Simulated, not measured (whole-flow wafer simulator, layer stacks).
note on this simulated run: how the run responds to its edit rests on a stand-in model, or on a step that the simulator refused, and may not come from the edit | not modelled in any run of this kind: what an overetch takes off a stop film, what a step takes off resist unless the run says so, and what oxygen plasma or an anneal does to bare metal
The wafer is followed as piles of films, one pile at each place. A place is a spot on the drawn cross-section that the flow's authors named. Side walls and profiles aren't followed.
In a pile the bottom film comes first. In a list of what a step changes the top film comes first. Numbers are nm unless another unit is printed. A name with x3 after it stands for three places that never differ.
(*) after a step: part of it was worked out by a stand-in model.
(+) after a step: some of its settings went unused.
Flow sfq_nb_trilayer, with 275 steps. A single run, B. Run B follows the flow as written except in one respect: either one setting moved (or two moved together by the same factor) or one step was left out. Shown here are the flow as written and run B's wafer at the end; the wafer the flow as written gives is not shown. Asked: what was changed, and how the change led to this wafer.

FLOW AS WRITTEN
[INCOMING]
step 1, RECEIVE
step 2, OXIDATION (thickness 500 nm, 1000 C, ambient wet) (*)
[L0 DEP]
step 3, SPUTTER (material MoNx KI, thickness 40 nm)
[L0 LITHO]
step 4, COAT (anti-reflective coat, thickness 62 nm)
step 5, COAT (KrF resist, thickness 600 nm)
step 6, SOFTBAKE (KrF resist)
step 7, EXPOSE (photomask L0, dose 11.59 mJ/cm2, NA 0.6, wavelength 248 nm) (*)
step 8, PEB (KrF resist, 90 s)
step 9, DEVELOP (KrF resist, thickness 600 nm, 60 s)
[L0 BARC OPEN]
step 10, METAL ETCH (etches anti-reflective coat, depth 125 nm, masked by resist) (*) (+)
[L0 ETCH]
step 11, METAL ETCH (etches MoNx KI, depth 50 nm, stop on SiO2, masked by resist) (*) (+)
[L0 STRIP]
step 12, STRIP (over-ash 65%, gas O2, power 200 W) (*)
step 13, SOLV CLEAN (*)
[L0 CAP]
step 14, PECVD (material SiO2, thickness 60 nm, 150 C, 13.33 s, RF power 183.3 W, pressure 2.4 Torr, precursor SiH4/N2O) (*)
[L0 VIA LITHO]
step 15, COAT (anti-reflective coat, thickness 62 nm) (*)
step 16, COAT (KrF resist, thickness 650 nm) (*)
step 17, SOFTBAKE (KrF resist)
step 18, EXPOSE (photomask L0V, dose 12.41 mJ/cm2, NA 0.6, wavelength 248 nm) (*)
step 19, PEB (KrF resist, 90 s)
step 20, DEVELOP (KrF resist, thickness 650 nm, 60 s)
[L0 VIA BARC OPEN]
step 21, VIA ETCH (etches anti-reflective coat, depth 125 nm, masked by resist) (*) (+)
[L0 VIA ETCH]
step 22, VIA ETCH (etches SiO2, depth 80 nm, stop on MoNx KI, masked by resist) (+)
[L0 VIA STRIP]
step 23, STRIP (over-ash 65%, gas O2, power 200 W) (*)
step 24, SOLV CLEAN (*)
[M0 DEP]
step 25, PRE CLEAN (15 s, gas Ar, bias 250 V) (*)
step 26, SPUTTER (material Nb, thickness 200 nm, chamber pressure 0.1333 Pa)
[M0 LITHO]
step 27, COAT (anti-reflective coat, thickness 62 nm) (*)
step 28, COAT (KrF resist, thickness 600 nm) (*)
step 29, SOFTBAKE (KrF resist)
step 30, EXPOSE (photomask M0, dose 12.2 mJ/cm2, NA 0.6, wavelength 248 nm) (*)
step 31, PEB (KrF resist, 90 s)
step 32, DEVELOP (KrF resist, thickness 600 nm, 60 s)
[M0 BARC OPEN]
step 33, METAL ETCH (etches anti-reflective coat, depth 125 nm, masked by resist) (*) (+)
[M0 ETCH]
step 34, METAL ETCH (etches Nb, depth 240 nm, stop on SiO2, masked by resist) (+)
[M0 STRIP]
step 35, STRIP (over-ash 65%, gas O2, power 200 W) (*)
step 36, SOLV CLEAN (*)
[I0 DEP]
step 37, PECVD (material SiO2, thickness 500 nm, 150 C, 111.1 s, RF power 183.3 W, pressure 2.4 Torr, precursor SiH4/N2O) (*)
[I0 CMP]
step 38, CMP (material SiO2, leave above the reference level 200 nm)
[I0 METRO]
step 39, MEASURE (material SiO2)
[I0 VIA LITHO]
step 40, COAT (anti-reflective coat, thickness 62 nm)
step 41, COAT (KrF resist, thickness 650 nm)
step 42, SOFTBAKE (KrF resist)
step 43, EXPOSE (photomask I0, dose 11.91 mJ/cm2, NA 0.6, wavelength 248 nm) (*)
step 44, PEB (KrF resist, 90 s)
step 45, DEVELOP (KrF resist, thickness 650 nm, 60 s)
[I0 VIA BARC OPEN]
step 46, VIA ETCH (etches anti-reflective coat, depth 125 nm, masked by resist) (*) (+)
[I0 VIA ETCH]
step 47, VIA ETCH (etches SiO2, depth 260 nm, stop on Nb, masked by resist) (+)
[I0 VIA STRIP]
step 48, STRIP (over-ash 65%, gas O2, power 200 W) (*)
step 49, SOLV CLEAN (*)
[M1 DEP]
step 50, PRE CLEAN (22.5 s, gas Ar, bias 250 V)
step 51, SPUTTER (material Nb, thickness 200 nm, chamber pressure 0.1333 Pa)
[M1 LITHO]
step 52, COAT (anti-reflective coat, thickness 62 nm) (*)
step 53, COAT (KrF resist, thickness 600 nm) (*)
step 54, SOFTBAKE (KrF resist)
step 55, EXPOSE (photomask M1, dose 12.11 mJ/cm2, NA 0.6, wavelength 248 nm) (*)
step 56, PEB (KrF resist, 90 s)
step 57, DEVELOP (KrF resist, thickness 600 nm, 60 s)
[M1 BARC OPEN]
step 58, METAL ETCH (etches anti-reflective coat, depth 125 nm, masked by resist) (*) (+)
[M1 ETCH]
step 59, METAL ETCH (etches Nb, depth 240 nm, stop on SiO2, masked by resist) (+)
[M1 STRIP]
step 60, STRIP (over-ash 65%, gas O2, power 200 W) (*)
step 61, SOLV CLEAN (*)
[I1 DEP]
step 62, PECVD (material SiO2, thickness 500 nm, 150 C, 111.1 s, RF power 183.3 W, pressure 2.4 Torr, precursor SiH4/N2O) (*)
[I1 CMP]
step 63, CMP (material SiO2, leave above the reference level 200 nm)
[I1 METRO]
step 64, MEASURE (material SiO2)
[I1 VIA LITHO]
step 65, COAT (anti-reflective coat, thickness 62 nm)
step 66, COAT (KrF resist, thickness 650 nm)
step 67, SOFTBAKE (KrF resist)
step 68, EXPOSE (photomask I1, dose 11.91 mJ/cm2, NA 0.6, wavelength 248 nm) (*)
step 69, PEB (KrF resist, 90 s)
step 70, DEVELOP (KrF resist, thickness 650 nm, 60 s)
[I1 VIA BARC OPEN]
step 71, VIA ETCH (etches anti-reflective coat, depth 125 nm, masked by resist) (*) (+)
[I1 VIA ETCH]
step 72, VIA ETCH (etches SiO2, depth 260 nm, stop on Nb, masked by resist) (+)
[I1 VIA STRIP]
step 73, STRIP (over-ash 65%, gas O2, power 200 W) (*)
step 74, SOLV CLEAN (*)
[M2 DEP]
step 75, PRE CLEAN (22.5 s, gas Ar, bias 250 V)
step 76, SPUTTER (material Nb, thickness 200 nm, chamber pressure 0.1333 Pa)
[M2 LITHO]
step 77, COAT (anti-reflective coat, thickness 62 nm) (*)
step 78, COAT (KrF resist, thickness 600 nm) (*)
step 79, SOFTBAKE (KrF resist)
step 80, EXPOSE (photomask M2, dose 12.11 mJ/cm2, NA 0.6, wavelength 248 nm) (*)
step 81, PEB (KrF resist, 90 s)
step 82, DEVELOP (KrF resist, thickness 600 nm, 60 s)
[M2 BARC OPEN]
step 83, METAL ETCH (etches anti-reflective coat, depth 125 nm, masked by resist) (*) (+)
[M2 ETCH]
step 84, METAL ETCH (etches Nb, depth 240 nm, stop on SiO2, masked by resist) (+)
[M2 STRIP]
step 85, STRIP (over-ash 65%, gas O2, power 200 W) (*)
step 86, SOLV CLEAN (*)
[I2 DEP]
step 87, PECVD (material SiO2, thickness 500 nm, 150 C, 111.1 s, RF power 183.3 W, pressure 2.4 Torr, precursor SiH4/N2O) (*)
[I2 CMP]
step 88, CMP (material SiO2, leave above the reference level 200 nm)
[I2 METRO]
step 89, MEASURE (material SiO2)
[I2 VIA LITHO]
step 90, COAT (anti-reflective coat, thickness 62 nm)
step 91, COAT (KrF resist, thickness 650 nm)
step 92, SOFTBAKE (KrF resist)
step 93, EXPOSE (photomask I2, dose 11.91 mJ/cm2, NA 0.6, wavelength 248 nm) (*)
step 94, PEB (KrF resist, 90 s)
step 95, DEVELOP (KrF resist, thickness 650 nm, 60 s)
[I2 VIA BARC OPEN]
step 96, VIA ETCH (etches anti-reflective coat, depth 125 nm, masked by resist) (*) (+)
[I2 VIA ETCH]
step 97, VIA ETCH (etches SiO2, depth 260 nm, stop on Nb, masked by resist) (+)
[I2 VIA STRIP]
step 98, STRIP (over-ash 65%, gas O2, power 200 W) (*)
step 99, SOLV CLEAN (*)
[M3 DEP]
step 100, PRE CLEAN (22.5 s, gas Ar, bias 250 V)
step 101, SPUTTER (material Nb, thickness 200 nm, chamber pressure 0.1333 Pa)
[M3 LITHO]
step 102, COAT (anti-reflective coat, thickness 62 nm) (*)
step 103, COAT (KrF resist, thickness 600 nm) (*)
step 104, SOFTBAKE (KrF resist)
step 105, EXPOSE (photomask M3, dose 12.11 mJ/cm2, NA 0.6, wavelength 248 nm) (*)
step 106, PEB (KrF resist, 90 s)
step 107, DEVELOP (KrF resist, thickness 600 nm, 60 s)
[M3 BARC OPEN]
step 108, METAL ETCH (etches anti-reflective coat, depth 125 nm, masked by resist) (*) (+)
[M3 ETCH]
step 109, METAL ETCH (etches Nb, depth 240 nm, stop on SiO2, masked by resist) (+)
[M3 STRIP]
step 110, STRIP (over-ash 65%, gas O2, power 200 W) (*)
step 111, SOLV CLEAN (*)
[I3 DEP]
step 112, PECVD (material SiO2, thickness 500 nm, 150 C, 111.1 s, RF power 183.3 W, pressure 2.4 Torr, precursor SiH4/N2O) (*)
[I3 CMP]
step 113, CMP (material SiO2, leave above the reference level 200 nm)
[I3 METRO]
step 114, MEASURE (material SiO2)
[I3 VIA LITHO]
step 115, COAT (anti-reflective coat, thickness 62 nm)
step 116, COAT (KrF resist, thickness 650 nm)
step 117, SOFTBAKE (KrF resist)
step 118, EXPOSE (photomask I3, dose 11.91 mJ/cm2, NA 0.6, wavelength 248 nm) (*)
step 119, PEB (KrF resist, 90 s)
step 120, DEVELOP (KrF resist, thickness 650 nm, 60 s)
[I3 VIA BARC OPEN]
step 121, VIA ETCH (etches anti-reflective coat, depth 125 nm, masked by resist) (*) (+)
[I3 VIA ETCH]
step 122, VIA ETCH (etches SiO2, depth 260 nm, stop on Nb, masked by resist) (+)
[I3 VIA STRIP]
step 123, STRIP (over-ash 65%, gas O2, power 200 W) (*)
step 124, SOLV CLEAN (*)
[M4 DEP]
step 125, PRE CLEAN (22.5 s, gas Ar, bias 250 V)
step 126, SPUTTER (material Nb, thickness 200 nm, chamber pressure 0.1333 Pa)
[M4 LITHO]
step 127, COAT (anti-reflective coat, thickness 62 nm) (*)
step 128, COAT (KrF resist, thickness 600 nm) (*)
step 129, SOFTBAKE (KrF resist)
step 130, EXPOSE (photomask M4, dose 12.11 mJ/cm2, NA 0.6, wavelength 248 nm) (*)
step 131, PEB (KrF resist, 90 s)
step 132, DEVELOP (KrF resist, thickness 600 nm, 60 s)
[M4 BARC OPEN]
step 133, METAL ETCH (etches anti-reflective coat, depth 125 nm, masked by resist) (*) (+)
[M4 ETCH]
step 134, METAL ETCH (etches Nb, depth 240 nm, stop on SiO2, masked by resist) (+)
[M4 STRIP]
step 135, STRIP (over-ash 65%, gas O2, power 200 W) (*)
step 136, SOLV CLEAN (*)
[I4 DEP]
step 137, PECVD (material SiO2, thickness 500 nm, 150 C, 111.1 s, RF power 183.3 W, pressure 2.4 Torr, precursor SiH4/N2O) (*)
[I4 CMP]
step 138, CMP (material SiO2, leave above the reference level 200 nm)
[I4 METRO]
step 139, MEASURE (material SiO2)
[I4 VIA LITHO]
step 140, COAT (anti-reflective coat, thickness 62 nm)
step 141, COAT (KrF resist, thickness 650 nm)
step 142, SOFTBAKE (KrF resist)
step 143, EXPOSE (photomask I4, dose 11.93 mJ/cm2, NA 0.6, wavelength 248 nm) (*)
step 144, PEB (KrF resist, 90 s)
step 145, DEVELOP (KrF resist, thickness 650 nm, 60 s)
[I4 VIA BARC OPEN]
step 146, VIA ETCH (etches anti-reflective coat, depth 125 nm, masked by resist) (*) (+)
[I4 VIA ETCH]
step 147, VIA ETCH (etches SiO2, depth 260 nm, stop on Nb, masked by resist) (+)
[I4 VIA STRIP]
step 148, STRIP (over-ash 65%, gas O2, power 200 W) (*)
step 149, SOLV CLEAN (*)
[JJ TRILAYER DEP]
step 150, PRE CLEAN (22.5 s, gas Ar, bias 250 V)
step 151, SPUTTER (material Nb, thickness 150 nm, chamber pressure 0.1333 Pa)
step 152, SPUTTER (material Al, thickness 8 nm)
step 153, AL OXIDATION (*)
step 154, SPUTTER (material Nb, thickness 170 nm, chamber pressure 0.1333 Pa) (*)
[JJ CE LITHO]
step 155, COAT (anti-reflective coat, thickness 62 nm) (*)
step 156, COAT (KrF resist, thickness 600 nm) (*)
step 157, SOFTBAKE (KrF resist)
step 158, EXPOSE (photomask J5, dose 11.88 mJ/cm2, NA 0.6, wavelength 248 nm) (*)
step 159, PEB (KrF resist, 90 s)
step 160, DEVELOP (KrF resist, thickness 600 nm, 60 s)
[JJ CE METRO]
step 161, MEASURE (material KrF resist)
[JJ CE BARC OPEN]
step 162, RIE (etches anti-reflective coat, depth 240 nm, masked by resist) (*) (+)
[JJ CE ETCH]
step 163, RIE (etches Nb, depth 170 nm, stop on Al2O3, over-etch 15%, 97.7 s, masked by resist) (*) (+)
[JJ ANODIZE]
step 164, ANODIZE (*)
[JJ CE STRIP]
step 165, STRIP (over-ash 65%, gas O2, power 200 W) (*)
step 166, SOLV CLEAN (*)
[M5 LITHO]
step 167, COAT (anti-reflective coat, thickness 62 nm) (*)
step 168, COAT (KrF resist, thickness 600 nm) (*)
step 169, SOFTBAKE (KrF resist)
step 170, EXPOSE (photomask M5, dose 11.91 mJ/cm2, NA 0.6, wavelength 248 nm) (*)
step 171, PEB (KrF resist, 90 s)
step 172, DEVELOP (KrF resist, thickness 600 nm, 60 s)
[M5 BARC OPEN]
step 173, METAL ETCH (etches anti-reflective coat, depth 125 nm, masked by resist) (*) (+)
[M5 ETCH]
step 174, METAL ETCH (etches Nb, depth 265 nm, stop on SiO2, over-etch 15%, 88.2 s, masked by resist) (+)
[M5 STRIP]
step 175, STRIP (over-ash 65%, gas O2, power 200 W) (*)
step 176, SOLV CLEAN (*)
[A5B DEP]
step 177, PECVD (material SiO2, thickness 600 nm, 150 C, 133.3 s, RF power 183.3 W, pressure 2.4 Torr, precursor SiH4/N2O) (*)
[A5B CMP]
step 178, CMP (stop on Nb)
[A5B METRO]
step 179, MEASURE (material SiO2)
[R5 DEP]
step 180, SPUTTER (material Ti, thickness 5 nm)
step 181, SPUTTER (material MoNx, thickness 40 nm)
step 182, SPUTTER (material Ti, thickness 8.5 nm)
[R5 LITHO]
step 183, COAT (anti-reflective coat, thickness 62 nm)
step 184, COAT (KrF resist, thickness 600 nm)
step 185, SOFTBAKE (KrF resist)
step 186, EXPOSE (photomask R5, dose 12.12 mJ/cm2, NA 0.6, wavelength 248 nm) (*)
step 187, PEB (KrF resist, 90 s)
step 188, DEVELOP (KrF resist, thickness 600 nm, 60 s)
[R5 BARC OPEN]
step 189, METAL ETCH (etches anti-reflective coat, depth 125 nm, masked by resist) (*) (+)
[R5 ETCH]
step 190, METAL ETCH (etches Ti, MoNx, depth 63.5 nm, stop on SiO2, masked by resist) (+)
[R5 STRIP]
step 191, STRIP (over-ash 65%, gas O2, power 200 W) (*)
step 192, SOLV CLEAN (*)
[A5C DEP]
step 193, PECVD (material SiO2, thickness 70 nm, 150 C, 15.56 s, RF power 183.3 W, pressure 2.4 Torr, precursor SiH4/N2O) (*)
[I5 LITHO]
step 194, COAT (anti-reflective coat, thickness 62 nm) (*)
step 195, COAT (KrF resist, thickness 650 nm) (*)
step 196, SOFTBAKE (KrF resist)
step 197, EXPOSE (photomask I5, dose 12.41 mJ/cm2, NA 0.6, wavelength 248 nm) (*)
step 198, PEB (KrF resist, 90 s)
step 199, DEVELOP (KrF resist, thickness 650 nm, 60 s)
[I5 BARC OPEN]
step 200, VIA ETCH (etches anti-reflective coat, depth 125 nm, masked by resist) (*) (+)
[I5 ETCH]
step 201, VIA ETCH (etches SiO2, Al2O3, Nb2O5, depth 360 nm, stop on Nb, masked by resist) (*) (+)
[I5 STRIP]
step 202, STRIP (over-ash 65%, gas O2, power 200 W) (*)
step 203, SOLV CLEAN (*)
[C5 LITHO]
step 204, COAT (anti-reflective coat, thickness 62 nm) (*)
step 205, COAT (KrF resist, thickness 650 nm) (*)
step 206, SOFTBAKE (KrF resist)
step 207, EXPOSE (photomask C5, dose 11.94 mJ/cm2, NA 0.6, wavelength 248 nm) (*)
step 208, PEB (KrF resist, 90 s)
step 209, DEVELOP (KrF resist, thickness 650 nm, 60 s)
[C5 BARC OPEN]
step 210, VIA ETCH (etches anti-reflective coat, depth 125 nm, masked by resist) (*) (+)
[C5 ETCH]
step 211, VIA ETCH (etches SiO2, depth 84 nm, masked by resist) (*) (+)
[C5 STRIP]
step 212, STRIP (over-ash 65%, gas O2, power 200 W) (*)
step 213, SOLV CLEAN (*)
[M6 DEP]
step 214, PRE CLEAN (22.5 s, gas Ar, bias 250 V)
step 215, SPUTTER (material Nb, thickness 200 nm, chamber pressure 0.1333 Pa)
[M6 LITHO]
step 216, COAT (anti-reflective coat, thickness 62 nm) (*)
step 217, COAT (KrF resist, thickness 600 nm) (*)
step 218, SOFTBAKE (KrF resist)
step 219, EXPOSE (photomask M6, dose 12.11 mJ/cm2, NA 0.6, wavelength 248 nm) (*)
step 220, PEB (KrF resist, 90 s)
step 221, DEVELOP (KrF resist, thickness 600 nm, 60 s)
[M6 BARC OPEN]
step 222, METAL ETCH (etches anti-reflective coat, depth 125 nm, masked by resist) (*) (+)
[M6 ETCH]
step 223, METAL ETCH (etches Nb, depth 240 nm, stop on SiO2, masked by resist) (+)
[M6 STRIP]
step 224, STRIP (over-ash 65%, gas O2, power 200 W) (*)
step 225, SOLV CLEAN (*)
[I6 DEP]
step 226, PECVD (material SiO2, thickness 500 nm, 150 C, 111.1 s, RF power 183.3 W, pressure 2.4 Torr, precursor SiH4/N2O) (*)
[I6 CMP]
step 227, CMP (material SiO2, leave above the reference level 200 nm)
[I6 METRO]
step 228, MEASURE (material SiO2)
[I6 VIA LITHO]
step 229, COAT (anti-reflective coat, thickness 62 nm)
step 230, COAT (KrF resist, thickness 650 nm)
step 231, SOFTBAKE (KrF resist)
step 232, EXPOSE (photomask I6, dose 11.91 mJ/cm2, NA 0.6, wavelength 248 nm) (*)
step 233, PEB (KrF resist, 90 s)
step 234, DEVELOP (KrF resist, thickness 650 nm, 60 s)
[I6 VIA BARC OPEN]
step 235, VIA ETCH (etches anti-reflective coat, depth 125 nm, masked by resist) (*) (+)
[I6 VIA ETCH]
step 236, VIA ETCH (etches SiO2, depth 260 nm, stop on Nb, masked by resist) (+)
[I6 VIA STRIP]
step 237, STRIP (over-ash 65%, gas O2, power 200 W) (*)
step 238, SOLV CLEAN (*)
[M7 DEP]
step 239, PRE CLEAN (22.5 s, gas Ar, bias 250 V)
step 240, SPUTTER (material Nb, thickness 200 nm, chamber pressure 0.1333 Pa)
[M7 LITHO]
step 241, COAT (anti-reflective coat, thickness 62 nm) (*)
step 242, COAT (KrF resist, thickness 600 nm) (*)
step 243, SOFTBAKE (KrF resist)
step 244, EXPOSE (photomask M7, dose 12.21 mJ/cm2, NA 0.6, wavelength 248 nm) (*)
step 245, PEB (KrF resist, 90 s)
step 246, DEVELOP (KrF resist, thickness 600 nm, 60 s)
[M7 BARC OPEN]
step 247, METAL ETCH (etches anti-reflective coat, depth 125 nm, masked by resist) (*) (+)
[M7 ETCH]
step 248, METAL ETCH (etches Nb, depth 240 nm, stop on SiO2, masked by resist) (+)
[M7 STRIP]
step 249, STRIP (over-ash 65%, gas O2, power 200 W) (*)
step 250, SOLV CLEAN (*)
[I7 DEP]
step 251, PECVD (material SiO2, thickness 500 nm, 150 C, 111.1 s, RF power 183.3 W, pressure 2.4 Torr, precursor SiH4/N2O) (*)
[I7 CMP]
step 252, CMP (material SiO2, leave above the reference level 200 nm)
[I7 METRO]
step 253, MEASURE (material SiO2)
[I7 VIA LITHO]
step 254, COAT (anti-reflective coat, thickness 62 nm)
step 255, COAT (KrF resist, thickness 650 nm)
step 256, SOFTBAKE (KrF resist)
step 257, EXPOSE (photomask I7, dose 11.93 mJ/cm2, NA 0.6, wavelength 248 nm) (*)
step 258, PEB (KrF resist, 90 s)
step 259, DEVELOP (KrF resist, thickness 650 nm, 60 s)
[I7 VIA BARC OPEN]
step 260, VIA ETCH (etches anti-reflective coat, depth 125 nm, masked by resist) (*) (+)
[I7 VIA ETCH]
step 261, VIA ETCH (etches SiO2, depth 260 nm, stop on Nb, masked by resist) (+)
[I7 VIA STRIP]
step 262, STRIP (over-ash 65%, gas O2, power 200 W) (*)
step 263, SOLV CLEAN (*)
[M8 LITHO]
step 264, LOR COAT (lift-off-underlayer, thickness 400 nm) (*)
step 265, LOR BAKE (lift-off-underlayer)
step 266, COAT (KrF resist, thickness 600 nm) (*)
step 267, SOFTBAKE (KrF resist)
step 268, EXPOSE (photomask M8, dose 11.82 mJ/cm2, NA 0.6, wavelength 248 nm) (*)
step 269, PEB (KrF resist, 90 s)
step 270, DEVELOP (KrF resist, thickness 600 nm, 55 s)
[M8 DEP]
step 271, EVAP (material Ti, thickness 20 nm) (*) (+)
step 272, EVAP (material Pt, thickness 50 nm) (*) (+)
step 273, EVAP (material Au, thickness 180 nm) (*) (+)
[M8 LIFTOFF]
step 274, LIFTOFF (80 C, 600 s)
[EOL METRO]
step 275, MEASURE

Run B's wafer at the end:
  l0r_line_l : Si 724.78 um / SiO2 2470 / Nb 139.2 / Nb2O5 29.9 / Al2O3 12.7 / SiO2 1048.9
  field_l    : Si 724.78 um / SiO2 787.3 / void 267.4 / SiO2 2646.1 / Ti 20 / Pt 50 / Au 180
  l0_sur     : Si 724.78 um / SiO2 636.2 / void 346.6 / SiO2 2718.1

Cause: step 12, STRIP: over-ash 65%, gas O2, power 200 W (*), was skipped.

Step by step, how the change led to this:
  step 15, COAT (anti-reflective coat, thickness 62 nm) (*)
      ce_l, c5j, ce_r, sp_r, be_r: +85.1 anti-reflective coat (new film) (it would be, as written: +63.7 anti-reflective coat (new film))
      jj_sur, r_sur, res: +85.2 anti-reflective coat (new film) (it would be, as written: +63.7 anti-reflective coat (new film))
      (and at 25 other places as well)
  step 16, COAT (KrF resist, thickness 650 nm) (*)
      c5j, be_r: +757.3 KrF resist (new film) (it would be, as written: +656.9 KrF resist (new film))
      ce_r, sp_r: +757.2 KrF resist (new film) (it would be, as written: +656.9 KrF resist (new film))
      (and at 29 other places as well)
  step 19, PEB (KrF resist, 90 s)
      via_wl: -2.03 KrF resist (it would be, as written: -1.41 KrF resist)
      lsp_r: -1.91 KrF resist (it would be, as written: -1.4 KrF resist)
      (and at 1 other place as well)
  step 20, DEVELOP (KrF resist, thickness 650 nm, 60 s)
      l0v: -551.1 KrF resist (all of it) (it would be, as written: -639 KrF resist (all of it))
  step 21, VIA ETCH (etches anti-reflective coat, depth 125 nm, masked by resist) (*) (+)
      field_l, v_sur, via_wl and 102 more: -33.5 KrF resist (it would be, as written: -50.4 KrF resist)
      l0v: -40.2 anti-reflective coat (all of it), -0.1 SiO2 (it would be, as written: -60.4 anti-reflective coat (all of it), -0.15 SiO2)
  step 22, VIA ETCH (etches SiO2, depth 80 nm, stop on MoNx KI, masked by resist) (+)
      l0v: -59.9 SiO2 (all of it), -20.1 KrF resist (it would be, as written: -59.8 SiO2 (all of it))
  step 23, STRIP (over-ash 65%, gas O2, power 200 W) (*)
      l0v: -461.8 KrF resist (all of it), -62 anti-reflective coat (all of it) (it would be, as written: nothing)
      p4_fl, p4_fm, p4_w1 and 70 more: -577.8 KrF resist (all of it), -62 anti-reflective coat (all of it) (it would be, as written: -560.9 KrF resist (all of it), -62 anti-reflective coat (all of it))
      (and at 32 other places as well)
  step 26, SPUTTER (material Nb, thickness 200 nm, chamber pressure 0.1333 Pa)
      v_sur: +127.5 Nb (new film) (it would be, as written: +200 Nb (new film))
      via_wl: +161 Nb (new film) (it would be, as written: +200 Nb (new film))
      (and at 4 other places as well)
  step 27, COAT (anti-reflective coat, thickness 62 nm) (*)
      jj_sur, ce_l, c5j, r_sur, res: +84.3 anti-reflective coat (new film) (it would be, as written: +63.6 anti-reflective coat (new film))
      be_sur, moat, field_r: +84.5 anti-reflective coat (new film) (it would be, as written: +63.7 anti-reflective coat (new film))
      (and at 25 other places as well)
  step 28, COAT (KrF resist, thickness 600 nm) (*)
      be, lsp_l: +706 KrF resist (new film) (it would be, as written: +607 KrF resist (new film))
      ce_l, r_end: +703.8 KrF resist (new film) (it would be, as written: +606.7 KrF resist (new film))
      (and at 29 other places as well)
  step 31, PEB (KrF resist, 90 s)
      via_wl: -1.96 KrF resist (it would be, as written: -1.28 KrF resist)
      l0_sur: -0.72 KrF resist (it would be, as written: -1.23 KrF resist)
      (and at 2 other places as well)
  step 32, DEVELOP (KrF resist, thickness 600 nm, 60 s)
      moat: -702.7 KrF resist (all of it) (it would be, as written: -605.5 KrF resist (all of it))
  step 33, METAL ETCH (etches anti-reflective coat, depth 125 nm, masked by resist) (*) (+)
      moat: -84.5 anti-reflective coat (all of it) (it would be, as written: -63.7 anti-reflective coat (all of it))
  step 35, STRIP (over-ash 65%, gas O2, power 200 W) (*)
      field_l: -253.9 KrF resist (all of it), -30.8 anti-reflective coat (all of it) (it would be, as written: -372.9 KrF resist (all of it), -56.9 anti-reflective coat (all of it))
      v_sur: -564.4 KrF resist (all of it), -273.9 anti-reflective coat (all of it) (it would be, as written: -391.6 KrF resist (all of it), -72.3 anti-reflective coat (all of it))
      (and at 30 other places as well)
  step 37, PECVD (material SiO2, thickness 500 nm, 150 C, 111.1 s, RF power 183.3 W, pressure 2.4 Torr, precursor SiH4/N2O) (*)
      l0v: +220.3 SiO2 (new film), +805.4 void (new film), +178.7 SiO2 (new film) (it would be, as written: +500 SiO2 (new film))
      moat: +494.6 SiO2 (it would be, as written: +557.1 SiO2)
      (and at 1 other place as well)
  step 38, CMP (material SiO2, leave above the reference level 200 nm)
      field_l, l0_sur, l0r_line_l, l0r_line_c, l0r_line_r: -500 SiO2 (all of it), -200 Nb (all of it), -55 SiO2 (all of it), -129 KrF resist (it would be, as written: -340 SiO2)
      l0v: -220.3 SiO2 (all of it), -805.4 void (all of it) (it would be, as written: -277.8 SiO2)
      (and at 7 other places as well)
  ... 52 further steps ...
  step 178, CMP (stop on Nb)
      l0r_line_l, l0r_line_c, l0r_line_r: -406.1 SiO2 (it would be, as written: -453.5 SiO2)
Taking metal films that touch as one body, l0r_line_l has 1 body; the flow as written gives 3 bodies (between them, from the top down: SiO2 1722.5; SiO2 55).
Taking metal films that touch as one body, field_l has 1 body; the flow as written gives 3 bodies (between them, from the top down: SiO2 2905.9; SiO2 55).
Taking metal films that touch as one body, l0_sur has 0 bodies; the flow as written gives 2 bodies (between them, from the top down: SiO2 55).
